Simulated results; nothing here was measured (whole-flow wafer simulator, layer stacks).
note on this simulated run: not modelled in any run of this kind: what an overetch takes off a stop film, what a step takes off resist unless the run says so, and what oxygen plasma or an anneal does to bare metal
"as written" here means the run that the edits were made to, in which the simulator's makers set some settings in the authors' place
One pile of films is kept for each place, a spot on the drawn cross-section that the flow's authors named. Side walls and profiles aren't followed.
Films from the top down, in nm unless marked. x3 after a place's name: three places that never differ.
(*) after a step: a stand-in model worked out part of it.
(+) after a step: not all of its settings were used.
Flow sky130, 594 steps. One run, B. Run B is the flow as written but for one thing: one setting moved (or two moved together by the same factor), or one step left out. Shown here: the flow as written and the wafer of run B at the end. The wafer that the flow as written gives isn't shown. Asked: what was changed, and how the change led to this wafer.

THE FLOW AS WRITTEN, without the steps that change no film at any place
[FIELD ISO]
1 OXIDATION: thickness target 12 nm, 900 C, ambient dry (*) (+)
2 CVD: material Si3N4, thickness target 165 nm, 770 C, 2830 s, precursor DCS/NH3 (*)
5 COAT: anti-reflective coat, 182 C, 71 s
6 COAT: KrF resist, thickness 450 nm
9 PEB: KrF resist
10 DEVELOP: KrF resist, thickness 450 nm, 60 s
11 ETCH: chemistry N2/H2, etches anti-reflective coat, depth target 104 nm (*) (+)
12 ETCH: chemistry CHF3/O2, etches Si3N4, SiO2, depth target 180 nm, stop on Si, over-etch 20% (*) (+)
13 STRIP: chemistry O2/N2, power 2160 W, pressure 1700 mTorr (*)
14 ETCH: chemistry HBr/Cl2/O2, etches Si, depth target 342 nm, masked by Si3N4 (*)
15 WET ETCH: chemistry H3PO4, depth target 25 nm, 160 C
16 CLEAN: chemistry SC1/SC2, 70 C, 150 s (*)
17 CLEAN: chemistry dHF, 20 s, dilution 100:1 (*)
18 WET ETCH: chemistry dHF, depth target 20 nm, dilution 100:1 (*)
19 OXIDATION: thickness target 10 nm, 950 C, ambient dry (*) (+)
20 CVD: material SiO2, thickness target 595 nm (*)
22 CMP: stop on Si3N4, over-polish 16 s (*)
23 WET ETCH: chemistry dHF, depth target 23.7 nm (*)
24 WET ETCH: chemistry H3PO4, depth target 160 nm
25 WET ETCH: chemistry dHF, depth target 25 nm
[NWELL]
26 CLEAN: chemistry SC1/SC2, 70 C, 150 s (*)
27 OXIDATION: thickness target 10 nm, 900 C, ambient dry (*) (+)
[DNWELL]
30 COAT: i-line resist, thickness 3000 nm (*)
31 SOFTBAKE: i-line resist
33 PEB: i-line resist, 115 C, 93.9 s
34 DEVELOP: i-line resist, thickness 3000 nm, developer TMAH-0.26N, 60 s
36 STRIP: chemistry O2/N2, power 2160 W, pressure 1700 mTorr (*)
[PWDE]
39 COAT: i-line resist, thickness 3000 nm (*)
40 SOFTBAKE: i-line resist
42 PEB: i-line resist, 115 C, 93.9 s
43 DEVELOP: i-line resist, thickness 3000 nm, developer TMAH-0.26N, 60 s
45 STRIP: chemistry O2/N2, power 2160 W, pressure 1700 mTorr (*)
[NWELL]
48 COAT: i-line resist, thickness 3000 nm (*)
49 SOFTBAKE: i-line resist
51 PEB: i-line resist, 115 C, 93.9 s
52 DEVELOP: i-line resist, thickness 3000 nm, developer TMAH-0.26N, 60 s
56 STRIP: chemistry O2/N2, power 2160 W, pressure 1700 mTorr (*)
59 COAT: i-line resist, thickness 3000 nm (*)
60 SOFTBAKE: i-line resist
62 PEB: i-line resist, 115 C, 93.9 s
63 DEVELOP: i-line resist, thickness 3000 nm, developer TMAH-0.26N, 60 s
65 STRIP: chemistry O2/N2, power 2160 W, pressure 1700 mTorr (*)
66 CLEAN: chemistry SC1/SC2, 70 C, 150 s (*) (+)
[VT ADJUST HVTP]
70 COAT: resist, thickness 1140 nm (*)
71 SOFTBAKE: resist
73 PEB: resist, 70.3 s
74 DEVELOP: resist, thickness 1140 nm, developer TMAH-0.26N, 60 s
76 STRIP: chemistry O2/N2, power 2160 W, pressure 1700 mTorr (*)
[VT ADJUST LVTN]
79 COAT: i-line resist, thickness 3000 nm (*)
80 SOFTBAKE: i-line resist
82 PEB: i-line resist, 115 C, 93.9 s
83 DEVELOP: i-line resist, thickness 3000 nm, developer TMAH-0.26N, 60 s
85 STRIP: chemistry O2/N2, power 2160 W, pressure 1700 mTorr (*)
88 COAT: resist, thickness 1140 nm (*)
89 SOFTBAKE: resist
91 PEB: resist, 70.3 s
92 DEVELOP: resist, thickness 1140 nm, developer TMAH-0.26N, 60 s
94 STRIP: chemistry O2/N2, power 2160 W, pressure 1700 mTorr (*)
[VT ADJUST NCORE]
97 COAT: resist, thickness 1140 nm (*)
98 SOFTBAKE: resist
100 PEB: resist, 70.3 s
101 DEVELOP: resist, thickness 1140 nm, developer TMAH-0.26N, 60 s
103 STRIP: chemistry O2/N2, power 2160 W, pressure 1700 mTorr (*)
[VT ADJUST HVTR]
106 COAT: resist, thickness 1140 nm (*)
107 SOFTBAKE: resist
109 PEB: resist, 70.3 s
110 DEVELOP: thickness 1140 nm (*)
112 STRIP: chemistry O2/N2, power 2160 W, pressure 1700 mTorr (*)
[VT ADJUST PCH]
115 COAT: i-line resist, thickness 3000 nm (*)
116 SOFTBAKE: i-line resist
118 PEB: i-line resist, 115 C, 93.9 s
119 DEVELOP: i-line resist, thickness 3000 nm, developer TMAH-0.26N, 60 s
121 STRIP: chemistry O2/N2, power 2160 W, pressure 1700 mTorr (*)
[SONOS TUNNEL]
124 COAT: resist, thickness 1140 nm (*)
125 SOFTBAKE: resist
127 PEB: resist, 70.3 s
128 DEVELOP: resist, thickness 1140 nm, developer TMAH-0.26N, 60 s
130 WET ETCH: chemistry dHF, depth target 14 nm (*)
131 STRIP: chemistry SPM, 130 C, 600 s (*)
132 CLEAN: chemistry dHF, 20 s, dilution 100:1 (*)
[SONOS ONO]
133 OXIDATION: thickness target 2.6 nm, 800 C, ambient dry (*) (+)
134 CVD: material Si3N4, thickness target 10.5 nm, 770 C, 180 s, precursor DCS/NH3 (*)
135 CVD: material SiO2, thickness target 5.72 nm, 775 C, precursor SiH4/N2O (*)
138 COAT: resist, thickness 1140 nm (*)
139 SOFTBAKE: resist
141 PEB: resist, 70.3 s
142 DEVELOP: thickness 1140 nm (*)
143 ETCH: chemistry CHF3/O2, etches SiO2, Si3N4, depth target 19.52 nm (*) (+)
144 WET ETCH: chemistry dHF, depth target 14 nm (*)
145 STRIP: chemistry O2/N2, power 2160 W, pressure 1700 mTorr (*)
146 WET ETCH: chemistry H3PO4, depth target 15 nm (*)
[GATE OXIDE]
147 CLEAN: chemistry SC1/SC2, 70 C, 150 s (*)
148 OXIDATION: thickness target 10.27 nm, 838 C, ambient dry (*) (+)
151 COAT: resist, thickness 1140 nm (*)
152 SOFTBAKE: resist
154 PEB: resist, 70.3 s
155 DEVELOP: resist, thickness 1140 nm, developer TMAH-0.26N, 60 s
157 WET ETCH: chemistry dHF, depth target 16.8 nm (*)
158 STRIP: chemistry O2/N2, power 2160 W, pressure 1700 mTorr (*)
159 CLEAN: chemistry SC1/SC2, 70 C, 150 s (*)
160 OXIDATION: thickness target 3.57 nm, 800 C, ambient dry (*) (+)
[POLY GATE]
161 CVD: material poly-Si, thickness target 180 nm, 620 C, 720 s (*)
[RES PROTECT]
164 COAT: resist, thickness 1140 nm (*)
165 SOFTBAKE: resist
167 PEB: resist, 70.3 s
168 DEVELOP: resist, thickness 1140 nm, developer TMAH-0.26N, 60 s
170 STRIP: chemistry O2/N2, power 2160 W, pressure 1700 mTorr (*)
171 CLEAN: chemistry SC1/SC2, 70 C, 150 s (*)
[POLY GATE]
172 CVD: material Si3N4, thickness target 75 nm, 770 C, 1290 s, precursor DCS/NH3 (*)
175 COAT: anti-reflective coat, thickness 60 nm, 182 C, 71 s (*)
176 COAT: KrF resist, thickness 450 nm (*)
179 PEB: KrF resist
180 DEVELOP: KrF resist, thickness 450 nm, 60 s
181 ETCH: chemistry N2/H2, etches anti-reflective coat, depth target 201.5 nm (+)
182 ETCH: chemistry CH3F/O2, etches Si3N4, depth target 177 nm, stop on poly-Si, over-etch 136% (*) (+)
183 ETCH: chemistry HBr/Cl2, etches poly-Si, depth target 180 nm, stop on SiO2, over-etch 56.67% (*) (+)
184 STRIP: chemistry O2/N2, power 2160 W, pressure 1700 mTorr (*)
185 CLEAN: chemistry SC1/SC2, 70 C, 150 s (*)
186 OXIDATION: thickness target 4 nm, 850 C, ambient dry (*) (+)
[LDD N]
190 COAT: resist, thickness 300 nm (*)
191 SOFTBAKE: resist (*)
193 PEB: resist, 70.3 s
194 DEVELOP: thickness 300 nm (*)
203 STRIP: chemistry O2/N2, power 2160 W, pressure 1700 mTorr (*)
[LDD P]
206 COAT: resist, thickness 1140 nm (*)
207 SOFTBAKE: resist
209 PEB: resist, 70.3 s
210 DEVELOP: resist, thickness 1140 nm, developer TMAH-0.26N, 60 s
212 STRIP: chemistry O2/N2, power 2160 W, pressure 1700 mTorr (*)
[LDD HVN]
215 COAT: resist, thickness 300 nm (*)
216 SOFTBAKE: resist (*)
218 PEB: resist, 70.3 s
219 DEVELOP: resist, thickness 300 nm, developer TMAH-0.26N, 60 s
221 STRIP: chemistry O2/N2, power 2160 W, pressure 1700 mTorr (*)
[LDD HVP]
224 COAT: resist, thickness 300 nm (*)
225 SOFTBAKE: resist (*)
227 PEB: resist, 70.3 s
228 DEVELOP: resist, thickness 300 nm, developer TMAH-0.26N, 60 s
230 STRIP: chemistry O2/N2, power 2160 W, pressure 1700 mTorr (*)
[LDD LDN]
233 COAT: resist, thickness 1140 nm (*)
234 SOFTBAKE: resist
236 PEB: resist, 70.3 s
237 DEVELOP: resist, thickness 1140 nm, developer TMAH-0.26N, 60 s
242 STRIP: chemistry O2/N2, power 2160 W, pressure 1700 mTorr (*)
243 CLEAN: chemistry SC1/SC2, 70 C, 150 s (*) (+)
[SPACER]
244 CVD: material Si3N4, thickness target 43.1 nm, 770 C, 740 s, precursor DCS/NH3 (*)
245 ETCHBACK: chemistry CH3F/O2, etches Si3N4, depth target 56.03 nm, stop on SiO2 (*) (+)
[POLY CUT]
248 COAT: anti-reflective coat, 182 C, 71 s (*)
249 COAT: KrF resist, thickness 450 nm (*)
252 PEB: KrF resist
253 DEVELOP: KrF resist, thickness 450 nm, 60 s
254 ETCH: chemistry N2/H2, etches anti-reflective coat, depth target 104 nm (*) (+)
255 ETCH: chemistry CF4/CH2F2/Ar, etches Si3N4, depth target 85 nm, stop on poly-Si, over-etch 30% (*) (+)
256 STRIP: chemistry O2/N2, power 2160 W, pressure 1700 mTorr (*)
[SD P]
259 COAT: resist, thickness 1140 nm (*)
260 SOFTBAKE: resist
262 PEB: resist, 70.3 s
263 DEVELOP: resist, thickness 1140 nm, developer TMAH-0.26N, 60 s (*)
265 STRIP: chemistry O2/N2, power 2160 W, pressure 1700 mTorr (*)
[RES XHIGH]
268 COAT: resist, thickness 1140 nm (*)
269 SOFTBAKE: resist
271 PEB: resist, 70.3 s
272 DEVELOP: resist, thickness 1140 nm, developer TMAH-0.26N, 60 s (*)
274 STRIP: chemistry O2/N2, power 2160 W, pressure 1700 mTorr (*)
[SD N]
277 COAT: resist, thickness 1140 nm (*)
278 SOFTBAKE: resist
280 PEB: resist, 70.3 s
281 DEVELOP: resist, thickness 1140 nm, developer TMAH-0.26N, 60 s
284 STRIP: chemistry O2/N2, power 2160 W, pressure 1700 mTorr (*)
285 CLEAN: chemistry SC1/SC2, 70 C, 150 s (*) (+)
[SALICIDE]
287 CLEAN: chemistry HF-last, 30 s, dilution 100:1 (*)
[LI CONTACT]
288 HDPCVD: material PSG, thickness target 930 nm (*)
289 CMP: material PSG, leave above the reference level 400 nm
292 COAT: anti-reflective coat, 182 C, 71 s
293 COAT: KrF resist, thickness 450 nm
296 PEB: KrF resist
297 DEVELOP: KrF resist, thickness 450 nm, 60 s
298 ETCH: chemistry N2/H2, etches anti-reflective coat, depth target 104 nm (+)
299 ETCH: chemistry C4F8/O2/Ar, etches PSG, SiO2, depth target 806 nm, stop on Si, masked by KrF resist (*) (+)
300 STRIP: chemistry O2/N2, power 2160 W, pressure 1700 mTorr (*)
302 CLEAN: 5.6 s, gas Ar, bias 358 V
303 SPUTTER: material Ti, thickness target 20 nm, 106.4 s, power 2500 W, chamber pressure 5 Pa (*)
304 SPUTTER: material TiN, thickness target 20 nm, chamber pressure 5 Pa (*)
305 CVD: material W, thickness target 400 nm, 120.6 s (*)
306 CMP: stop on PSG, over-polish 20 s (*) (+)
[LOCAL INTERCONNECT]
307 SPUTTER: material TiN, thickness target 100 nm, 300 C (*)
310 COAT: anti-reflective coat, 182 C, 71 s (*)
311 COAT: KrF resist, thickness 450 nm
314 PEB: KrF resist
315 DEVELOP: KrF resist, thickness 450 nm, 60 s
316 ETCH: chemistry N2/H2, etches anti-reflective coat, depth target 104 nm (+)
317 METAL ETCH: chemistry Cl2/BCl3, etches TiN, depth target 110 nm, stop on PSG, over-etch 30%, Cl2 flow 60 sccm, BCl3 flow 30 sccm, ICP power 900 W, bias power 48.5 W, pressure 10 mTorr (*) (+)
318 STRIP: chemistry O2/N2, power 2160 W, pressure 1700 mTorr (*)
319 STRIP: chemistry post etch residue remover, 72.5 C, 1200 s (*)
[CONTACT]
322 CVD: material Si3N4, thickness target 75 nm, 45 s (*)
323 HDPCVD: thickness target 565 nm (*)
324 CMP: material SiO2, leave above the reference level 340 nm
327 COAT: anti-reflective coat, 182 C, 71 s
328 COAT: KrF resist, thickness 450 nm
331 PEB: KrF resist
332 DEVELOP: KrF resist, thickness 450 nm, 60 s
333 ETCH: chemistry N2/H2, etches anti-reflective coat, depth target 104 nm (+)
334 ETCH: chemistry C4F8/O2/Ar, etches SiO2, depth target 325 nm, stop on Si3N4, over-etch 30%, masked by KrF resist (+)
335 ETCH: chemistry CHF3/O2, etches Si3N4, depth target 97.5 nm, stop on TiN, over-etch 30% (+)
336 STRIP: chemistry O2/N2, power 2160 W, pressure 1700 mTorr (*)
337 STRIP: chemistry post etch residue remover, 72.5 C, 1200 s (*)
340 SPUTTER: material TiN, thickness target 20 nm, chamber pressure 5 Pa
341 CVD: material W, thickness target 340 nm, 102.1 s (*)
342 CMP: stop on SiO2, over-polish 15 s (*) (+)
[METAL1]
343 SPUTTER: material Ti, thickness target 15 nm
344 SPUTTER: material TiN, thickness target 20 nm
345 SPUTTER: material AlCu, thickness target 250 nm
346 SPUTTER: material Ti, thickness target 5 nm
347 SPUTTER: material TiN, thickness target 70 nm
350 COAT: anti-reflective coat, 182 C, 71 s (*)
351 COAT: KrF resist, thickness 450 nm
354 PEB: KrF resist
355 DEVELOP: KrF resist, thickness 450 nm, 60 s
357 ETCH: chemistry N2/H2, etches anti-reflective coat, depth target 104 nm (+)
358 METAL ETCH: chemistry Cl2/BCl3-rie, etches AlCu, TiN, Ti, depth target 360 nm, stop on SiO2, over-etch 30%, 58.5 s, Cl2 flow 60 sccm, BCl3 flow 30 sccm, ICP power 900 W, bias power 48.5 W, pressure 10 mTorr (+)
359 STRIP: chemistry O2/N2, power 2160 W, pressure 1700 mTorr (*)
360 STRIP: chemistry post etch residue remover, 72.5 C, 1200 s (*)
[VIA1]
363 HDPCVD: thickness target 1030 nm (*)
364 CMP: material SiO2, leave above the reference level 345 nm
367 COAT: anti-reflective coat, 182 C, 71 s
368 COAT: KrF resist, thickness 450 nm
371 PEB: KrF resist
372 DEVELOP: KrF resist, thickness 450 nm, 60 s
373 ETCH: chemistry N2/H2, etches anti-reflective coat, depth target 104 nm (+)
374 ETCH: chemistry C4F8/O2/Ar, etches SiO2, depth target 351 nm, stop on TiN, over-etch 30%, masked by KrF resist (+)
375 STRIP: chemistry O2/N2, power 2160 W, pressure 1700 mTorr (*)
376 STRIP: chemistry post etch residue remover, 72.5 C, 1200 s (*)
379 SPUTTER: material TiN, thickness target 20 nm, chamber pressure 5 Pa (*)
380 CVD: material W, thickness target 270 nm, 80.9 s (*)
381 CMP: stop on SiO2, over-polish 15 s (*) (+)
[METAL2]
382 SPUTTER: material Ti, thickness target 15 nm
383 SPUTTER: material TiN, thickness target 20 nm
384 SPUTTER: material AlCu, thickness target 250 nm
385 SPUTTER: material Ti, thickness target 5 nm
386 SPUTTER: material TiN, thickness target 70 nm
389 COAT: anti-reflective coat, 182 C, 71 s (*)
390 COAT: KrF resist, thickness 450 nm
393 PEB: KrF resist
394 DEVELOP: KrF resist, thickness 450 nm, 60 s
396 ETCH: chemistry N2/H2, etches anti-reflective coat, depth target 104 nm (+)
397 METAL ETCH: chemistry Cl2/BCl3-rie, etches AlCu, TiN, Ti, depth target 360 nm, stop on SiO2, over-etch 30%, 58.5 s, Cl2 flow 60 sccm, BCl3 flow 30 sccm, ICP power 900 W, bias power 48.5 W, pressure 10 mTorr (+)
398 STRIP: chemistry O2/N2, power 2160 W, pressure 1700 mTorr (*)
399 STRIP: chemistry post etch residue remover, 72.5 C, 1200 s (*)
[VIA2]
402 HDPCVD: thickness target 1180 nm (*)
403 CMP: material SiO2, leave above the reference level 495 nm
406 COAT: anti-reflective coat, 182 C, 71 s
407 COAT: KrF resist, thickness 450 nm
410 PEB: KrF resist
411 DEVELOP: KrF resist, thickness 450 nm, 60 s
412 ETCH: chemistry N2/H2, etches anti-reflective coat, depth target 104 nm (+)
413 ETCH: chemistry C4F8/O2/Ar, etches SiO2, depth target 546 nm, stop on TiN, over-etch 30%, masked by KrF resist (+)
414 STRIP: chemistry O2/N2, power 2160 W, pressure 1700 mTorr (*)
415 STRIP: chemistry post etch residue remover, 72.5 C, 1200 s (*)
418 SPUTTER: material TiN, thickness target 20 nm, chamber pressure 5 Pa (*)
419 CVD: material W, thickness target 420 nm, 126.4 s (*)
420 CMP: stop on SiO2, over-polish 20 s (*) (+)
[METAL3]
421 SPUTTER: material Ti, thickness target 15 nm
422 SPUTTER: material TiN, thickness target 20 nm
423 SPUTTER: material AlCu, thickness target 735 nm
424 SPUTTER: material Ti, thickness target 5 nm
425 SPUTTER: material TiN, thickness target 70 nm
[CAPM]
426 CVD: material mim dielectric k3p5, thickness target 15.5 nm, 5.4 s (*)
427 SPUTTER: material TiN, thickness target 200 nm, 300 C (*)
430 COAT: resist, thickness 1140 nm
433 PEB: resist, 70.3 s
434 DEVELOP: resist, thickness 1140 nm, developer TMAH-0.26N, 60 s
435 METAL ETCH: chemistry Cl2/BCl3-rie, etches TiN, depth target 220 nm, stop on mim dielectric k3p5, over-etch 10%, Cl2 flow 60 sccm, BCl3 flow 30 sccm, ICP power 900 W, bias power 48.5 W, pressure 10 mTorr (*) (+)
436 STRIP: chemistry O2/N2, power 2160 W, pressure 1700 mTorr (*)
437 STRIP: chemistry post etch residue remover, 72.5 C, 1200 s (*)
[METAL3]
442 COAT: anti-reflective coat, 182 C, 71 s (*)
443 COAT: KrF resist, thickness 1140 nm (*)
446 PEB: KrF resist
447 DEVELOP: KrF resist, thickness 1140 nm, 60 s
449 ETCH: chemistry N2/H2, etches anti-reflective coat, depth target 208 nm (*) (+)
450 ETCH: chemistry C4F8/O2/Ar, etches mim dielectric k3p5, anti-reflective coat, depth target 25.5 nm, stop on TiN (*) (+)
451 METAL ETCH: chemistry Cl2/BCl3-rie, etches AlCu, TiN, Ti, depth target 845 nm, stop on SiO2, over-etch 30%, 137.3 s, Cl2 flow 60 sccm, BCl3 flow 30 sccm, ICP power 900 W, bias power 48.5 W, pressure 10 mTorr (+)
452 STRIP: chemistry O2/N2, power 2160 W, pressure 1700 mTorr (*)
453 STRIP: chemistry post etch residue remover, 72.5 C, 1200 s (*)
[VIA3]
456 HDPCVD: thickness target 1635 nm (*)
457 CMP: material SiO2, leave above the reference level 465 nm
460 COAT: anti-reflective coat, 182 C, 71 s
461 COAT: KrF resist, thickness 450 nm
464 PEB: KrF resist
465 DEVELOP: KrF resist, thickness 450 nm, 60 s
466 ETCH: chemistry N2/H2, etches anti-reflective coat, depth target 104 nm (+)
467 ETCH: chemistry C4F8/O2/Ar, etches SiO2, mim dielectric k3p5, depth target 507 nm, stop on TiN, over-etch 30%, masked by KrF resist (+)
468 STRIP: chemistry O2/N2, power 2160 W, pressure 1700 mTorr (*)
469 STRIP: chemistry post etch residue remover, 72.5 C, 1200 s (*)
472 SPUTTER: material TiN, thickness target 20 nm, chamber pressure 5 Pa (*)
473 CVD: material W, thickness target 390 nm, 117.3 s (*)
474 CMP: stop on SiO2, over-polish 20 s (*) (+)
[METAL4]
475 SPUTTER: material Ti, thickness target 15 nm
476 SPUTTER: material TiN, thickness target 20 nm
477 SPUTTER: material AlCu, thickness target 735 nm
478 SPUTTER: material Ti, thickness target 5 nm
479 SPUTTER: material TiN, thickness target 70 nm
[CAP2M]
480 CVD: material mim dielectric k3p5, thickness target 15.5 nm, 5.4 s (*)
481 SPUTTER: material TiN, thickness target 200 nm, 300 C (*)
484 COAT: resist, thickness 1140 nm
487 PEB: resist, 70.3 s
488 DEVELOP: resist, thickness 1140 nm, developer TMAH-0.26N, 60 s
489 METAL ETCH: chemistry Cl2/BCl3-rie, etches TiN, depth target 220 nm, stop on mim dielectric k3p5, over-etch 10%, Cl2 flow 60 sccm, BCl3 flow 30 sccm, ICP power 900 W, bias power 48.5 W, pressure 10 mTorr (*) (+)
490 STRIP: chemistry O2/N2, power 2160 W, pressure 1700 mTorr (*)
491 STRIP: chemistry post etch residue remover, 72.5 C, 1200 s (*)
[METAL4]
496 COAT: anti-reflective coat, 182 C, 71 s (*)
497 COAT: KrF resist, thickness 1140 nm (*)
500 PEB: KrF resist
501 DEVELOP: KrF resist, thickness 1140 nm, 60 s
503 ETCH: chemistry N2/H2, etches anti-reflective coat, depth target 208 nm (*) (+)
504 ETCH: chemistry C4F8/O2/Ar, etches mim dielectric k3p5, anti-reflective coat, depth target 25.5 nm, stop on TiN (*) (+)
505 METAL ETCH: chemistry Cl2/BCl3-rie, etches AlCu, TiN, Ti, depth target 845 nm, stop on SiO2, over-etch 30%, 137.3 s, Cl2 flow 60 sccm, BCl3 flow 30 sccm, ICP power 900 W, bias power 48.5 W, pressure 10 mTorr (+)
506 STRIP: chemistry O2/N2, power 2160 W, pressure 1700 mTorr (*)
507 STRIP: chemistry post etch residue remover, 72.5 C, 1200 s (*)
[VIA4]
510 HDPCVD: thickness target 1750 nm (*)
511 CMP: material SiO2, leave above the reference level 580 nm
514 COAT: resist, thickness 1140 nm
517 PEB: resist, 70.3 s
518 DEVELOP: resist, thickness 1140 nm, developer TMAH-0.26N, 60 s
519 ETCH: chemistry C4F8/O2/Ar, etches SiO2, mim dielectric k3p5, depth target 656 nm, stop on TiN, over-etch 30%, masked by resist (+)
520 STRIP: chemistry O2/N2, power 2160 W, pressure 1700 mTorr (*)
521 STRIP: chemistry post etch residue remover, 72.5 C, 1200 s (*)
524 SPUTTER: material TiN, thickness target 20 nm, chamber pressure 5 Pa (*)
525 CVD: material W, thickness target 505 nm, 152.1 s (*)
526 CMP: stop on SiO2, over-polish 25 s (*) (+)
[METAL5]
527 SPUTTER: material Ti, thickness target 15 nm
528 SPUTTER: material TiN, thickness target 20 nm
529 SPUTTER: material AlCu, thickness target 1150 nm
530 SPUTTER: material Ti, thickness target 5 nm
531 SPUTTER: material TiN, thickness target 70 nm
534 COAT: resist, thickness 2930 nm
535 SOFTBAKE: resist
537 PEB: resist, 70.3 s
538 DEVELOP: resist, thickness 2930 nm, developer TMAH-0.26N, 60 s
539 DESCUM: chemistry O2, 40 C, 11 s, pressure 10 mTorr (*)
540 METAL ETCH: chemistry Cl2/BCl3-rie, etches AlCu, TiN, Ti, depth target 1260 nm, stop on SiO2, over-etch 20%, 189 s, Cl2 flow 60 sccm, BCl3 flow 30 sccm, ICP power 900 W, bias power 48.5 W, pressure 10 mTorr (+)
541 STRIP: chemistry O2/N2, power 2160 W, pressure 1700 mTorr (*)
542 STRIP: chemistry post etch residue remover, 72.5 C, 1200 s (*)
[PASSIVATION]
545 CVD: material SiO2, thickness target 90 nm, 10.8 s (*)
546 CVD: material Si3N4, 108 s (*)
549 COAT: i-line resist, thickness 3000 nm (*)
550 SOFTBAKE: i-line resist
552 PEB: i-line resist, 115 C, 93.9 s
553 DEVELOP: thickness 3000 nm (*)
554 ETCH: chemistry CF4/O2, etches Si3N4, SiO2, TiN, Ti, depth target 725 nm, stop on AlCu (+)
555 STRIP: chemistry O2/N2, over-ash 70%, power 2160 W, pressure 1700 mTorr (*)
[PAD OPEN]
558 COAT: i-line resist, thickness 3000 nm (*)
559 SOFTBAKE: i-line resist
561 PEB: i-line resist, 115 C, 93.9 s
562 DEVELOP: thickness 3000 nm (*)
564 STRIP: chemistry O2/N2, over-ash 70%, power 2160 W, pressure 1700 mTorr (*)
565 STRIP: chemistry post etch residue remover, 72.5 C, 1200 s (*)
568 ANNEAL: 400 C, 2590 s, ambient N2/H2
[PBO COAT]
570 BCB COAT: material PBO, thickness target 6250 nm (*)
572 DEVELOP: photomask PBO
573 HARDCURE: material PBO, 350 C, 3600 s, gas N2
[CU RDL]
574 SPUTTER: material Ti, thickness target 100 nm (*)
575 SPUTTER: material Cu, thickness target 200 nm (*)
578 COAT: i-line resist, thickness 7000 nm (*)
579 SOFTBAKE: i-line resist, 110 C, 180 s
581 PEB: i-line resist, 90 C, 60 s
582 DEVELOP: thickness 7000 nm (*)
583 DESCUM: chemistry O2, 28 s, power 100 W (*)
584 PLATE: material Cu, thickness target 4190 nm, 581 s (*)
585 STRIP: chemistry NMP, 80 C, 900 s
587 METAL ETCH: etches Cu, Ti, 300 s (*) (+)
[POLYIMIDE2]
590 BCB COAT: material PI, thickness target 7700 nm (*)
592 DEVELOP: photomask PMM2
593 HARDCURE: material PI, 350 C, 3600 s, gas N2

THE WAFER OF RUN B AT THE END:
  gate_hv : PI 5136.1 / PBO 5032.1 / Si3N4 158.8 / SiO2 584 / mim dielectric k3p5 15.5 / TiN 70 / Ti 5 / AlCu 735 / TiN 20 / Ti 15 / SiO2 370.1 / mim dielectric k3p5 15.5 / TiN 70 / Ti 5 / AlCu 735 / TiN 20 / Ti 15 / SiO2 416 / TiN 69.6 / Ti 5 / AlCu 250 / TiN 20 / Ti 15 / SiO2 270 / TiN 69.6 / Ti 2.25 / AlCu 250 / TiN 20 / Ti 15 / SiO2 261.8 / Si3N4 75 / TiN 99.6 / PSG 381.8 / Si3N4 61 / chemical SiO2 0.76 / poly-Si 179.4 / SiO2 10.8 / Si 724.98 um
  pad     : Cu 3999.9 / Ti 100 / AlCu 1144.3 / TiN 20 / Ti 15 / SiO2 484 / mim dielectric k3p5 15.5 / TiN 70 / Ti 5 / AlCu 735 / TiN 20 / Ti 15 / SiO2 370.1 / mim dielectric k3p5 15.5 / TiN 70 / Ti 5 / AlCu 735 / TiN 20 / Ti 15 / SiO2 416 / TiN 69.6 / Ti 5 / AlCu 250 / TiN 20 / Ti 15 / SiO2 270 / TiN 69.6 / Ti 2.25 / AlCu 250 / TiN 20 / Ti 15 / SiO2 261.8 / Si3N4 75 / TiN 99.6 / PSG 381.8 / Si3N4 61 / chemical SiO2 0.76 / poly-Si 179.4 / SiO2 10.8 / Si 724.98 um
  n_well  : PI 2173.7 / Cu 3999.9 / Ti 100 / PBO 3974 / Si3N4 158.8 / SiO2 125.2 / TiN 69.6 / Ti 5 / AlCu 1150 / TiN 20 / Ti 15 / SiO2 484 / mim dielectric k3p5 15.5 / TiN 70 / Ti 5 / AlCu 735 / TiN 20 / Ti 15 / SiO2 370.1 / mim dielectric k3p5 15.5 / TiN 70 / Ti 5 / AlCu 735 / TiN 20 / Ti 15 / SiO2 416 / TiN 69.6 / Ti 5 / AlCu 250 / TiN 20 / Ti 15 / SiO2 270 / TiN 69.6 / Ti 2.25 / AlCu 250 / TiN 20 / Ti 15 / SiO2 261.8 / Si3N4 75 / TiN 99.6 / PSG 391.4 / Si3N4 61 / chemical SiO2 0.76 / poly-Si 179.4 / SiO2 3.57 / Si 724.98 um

The cause: step 346, SPUTTER: thickness target 2.25 nm was run, where the flow has thickness target 5 nm.
It can be read off the wafer: gate_hv has Ti 2.25, and step 346 as written asks for 5 nm.

How the change led to this, step by step:
  346 SPUTTER: material Ti, thickness target 5 nm
      field, active, n_well and 188 more: Ti +2.25 (new film) (as written it would be: Ti +5 (new film))
  358 METAL ETCH: chemistry Cl2/BCl3-rie, etches AlCu, TiN, Ti, depth target 360 nm, stop on SiO2, over-etch 30%, 58.5 s, Cl2 flow 60 sccm, BCl3 flow 30 sccm, ICP power 900 W, bias power 48.5 W, pressure 10 mTorr (+)
      field, active, gate and 81 more: TiN -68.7 (all of it), Ti -2.25 (all of it), AlCu -250 (all of it), TiN -20 (all of it), Ti -15 (all of it), SiO2 -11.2 (as written it would be: TiN -68.7 (all of it), Ti -5 (all of it), AlCu -250 (all of it), TiN -20 (all of it), Ti -15 (all of it), SiO2 -10.9)
